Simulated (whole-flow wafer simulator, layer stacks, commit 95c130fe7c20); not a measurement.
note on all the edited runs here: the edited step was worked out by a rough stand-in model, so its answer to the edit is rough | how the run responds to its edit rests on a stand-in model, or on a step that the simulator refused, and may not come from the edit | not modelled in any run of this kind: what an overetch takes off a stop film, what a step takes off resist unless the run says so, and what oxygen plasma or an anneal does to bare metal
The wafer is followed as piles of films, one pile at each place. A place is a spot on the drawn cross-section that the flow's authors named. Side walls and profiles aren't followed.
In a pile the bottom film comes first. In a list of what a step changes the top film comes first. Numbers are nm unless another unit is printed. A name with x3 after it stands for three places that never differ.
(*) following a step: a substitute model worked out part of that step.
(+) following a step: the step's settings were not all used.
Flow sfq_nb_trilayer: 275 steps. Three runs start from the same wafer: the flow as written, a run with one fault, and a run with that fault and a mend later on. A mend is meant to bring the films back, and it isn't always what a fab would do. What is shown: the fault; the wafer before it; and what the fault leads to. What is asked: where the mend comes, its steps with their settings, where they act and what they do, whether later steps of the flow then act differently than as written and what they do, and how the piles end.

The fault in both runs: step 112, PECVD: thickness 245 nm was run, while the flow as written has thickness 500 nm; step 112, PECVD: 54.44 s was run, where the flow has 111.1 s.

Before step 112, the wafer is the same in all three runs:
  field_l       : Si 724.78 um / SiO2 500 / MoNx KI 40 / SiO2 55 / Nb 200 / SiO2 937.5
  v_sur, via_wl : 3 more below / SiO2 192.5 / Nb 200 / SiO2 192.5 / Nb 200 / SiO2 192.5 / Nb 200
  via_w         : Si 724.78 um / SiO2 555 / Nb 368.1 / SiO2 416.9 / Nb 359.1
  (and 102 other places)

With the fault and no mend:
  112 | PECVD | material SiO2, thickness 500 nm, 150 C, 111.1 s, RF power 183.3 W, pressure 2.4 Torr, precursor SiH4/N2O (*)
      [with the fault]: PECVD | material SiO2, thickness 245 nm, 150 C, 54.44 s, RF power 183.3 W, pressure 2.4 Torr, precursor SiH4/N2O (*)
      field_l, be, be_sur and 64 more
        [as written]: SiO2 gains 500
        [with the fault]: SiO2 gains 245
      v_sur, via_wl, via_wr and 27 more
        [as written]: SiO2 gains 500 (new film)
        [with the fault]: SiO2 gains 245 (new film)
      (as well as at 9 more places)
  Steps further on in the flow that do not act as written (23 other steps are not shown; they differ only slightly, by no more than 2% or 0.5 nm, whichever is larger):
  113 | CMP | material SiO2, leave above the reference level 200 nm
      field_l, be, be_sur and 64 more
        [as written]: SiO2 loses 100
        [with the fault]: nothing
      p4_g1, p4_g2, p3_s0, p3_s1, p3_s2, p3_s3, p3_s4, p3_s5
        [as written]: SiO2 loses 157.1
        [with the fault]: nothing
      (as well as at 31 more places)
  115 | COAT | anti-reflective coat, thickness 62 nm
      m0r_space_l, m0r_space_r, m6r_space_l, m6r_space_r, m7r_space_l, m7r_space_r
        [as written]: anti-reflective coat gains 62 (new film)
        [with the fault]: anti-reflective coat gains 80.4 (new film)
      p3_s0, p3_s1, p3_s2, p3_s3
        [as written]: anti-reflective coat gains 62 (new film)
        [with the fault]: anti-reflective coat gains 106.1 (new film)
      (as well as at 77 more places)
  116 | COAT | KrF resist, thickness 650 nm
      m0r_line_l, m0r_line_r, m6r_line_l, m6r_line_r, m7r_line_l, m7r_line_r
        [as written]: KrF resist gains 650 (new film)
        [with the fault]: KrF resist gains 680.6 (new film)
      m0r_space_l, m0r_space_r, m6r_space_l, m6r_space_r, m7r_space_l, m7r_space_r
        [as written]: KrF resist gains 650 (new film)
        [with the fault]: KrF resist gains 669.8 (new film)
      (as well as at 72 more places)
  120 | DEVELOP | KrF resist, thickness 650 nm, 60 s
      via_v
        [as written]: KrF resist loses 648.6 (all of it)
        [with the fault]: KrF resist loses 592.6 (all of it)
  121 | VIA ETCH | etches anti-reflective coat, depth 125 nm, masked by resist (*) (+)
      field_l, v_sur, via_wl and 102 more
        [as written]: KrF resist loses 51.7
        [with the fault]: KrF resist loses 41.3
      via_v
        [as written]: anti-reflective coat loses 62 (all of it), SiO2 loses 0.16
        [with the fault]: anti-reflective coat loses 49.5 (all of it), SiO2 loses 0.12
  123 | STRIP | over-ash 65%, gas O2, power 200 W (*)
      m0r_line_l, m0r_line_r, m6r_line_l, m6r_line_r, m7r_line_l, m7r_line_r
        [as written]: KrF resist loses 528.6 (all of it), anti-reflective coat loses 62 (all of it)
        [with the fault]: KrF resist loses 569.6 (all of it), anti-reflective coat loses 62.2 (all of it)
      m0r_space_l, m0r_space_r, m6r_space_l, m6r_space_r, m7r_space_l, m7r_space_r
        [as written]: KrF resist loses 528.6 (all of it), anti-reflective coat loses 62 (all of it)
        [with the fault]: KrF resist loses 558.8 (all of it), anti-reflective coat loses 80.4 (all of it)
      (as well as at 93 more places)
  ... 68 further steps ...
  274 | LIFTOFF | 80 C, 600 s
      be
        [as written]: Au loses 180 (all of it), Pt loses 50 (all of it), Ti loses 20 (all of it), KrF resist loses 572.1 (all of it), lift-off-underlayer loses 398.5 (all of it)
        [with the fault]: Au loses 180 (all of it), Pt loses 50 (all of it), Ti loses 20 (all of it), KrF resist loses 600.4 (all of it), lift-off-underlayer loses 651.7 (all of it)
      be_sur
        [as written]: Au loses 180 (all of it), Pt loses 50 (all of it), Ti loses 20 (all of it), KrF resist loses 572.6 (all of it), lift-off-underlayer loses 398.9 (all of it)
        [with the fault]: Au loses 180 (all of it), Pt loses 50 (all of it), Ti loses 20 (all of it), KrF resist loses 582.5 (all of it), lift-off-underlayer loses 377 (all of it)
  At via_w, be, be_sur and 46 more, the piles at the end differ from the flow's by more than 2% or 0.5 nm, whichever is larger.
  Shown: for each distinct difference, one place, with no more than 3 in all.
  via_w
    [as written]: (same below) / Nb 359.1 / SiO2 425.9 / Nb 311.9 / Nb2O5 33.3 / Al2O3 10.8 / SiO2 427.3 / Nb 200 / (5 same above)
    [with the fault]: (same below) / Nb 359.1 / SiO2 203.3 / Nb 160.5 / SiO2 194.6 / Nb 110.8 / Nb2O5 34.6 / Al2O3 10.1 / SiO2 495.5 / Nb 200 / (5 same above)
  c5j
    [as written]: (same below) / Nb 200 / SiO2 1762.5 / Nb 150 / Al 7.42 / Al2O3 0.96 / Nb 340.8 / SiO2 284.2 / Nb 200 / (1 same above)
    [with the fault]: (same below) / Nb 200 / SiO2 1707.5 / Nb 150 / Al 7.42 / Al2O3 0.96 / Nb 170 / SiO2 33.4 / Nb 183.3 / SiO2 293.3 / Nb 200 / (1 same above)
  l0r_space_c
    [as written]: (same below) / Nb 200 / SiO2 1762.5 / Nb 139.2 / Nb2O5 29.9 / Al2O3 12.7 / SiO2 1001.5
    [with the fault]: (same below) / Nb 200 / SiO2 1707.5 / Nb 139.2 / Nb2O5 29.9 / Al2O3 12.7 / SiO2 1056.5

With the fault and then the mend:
  The mend stands after step 112.
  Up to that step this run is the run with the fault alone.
  112a | PECVD | material SiO2, thickness 255 nm, 150 C, 56.67 s, RF power 183.3 W, pressure 2.4 Torr, precursor SiH4/N2O (*) (a further turn of the flow's step 112, with different settings)
      field_l, v_sur, via_wl and 102 more
        SiO2 gains 255
      via_w
        SiO2 gains 270.6
  Steps further on in the flow that do not act as written:
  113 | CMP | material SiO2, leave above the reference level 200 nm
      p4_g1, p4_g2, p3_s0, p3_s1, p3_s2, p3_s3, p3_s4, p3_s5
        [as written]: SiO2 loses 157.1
        [with the mend]: SiO2 loses 100
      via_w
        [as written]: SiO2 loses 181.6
        [with the mend]: SiO2 loses 47.9
  By the end, the piles equal the flow's at every place that both follow.
